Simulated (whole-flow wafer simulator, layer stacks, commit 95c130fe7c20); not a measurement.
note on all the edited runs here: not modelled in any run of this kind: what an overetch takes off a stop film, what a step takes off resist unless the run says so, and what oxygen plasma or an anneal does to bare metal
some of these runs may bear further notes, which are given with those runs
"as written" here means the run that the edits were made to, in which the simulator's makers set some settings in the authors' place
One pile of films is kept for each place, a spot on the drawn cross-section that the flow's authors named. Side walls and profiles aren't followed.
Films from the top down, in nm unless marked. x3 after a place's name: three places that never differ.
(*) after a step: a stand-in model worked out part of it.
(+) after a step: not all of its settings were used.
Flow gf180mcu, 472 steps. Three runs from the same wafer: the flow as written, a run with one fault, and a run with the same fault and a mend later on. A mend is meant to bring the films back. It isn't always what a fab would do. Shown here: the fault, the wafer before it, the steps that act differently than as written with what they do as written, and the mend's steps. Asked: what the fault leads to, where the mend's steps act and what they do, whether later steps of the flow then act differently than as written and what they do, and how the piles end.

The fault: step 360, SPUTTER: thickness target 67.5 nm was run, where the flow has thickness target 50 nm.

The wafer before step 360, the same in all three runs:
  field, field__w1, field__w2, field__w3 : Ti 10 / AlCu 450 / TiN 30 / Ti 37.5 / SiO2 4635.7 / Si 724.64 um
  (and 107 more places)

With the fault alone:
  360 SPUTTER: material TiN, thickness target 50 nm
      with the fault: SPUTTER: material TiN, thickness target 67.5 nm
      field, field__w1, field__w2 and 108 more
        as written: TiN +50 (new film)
        with the fault: TiN +67.5 (new film)
  Later steps of the flow that act differently than as written (5 more steps differ only slightly, by at most 2% or 0.5 nm, whichever is larger, and aren't shown):
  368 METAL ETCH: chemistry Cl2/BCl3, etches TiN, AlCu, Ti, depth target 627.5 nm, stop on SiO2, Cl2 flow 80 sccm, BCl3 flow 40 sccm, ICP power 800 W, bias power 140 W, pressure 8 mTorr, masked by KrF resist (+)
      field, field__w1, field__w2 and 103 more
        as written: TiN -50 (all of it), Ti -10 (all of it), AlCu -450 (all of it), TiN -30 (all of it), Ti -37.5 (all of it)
        with the fault: TiN -67.5 (all of it), Ti -10 (all of it), AlCu -450 (all of it), TiN -30 (all of it), Ti -37.5 (all of it)
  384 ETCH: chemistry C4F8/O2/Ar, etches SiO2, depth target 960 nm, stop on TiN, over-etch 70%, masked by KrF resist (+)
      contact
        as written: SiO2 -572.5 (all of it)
        with the fault: SiO2 -555 (all of it)
  At the end the piles differ from the flow's by more than 2% or 0.5 nm, whichever is larger, at field__w8, contact, m1, m1__w1, m1_nw.
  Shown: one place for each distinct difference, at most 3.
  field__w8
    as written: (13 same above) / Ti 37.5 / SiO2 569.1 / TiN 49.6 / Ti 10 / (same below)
    with the fault: (13 same above) / Ti 37.5 / SiO2 551.6 / TiN 67.1 / Ti 10 / (same below)
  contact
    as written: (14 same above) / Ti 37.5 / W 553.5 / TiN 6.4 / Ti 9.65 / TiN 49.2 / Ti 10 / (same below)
    with the fault: (14 same above) / Ti 37.5 / W 535.8 / TiN 6.47 / Ti 9.75 / TiN 66.7 / Ti 10 / (same below)

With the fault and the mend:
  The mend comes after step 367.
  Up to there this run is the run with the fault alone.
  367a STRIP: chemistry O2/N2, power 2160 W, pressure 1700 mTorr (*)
      field__w8, contact, m1, m1__w1, m1_nw
        KrF resist -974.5 (all of it)
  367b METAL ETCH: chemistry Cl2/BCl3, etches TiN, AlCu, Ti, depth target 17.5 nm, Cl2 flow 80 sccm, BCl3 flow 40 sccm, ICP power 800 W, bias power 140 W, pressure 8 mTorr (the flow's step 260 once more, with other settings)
      field, field__w1, field__w2 and 108 more
        TiN -17.5
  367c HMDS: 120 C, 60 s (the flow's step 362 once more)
      changes no film at any place that is followed
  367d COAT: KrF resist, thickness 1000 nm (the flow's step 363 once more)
      field, field__w1, field__w2 and 108 more
        KrF resist +1000 (new film)
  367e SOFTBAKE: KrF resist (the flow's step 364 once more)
      changes no film at any place that is followed
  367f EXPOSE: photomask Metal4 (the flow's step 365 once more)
      changes no film at any place that is followed
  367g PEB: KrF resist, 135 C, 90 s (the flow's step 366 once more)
      field, field__w1, field__w2 and 108 more
        KrF resist -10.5
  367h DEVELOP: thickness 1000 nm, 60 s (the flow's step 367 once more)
      field, field__w1, field__w2 and 103 more
        KrF resist -989.5 (all of it)
      field__w8, contact, m1, m1__w1, m1_nw
        KrF resist -14.9
  No later step of the flow acts differently than as written at any place that is followed.
  At the end the piles are the same as the flow's at every place that both follow.
